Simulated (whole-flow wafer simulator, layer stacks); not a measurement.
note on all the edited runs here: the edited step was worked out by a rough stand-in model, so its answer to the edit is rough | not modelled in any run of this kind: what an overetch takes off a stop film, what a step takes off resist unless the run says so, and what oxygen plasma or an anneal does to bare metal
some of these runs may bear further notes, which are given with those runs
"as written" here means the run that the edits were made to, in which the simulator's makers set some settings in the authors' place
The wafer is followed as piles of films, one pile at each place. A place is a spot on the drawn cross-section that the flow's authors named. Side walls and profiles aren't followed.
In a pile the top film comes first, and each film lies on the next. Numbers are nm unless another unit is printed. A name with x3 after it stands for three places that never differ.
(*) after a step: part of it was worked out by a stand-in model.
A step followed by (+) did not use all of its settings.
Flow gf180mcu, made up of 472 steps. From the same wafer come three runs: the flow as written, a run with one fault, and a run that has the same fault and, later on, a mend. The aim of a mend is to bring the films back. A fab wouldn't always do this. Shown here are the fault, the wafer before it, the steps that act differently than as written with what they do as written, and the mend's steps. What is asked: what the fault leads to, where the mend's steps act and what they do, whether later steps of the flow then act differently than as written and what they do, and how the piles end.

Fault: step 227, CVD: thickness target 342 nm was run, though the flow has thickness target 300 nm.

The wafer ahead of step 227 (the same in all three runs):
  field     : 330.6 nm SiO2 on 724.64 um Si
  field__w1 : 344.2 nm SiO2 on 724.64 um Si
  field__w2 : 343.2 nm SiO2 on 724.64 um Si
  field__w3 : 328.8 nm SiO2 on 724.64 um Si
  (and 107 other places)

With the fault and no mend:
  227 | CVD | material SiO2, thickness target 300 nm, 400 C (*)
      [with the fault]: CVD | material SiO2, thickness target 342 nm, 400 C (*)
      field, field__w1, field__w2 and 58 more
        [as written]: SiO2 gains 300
        [with the fault]: SiO2 gains 342
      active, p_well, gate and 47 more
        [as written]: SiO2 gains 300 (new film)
        [with the fault]: SiO2 gains 342 (new film)
  Later steps of the flow acting differently than as written (not shown: 3 more steps that differ only slightly, by at most 2% or 0.5 nm, whichever is larger):
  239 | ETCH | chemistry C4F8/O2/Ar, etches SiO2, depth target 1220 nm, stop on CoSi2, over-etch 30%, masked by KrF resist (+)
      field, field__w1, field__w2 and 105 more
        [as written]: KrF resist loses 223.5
        [with the fault]: KrF resist loses 234.4
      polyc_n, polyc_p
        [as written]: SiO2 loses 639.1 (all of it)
        [with the fault]: SiO2 loses 681.1 (all of it)
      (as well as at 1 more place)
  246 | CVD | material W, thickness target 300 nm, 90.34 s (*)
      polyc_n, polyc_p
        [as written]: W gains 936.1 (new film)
        [with the fault]: W gains 978.1 (new film)
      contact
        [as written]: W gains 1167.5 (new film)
        [with the fault]: W gains 1209.9 (new film)
  At field__w8, contact, m1 and 6 more, the piles at the end differ from the flow's by more than 2% or 0.5 nm, whichever is larger.
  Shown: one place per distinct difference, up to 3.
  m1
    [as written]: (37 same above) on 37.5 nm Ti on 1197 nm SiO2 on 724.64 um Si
    [with the fault]: (37 same above) on 37.5 nm Ti on 1239 nm SiO2 on 724.64 um Si
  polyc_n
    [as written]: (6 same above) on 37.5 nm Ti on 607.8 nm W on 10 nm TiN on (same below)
    [with the fault]: (6 same above) on 37.5 nm Ti on 649.8 nm W on 10 nm TiN on (same below)
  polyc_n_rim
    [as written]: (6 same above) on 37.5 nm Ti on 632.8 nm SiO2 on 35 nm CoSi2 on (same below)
    [with the fault]: (6 same above) on 37.5 nm Ti on 674.8 nm SiO2 on 35 nm CoSi2 on (same below)

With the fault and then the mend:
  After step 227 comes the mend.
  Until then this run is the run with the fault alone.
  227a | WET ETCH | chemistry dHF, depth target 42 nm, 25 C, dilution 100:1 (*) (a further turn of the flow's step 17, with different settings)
      field, field__w1, field__w2 and 108 more
        SiO2 loses 42
  None of the later steps of the flow acts differently than as written at any place that is followed.
  At every place that both follow, the piles at the end match the flow's.
